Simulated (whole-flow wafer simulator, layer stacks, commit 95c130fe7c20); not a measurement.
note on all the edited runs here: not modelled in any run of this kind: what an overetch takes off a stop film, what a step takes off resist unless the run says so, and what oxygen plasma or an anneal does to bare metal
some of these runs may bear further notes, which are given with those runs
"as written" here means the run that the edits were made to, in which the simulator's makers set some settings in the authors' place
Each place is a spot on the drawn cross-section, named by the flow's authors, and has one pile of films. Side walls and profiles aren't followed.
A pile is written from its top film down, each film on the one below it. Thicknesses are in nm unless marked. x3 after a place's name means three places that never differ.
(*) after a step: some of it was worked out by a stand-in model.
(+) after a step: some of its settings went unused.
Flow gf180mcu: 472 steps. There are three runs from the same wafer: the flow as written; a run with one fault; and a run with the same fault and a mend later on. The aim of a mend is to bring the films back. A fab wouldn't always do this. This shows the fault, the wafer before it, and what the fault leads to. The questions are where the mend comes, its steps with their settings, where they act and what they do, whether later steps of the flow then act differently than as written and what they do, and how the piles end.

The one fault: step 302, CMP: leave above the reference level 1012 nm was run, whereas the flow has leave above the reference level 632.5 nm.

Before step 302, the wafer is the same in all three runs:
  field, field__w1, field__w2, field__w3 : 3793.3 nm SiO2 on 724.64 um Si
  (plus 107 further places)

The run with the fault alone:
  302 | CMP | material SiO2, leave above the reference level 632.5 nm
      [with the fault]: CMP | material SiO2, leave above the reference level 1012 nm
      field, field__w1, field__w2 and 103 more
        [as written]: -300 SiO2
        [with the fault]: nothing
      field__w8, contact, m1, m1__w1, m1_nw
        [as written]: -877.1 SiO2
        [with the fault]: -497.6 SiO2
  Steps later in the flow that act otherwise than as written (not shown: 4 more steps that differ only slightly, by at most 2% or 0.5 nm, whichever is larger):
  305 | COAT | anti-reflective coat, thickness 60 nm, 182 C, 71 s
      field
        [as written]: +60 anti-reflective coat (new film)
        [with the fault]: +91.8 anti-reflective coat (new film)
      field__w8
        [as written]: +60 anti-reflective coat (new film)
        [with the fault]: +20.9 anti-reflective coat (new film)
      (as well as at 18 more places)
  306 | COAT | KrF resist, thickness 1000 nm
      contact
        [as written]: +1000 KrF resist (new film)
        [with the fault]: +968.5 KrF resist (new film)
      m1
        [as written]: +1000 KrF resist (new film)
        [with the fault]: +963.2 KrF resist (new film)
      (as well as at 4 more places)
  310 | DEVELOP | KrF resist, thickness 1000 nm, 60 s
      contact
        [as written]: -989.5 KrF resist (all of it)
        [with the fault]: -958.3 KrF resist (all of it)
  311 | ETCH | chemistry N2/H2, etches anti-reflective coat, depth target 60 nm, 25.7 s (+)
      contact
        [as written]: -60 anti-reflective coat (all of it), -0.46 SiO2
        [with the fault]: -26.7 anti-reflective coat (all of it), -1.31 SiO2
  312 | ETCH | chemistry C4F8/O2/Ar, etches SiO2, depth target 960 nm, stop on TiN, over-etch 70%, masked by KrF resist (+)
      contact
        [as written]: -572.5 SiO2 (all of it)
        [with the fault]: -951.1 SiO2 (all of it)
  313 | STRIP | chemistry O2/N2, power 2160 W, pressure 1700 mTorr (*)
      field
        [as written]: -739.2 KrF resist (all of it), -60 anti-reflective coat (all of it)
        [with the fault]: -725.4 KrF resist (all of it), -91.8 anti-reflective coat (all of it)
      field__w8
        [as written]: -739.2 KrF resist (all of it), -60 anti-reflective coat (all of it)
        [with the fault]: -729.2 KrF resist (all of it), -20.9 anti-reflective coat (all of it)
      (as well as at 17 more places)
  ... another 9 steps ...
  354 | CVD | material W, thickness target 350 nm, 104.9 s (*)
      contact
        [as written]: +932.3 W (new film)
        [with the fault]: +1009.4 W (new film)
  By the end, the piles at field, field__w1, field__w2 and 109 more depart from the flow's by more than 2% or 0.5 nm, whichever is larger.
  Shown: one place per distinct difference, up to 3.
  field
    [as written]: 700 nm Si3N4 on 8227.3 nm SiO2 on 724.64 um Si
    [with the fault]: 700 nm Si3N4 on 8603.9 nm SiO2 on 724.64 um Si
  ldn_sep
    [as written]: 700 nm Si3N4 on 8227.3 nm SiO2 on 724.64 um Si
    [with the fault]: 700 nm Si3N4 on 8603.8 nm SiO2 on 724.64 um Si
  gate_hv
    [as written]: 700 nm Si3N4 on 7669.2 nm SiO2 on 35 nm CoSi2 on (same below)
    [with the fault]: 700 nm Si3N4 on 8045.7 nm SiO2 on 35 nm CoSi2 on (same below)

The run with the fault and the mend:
  The mend follows step 302.
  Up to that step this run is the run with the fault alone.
  302a | CMP | material SiO2, leave above the reference level 632.5 nm (the flow's step 302 again)
      field, field__w1, field__w2 and 103 more
        -300 SiO2
      field__w8, contact, m1, m1__w1, m1_nw
        -379.5 SiO2
  Every later step of the flow that is run acts as written at every place that is followed.
  At every place that both follow, the piles at the end match the flow's.
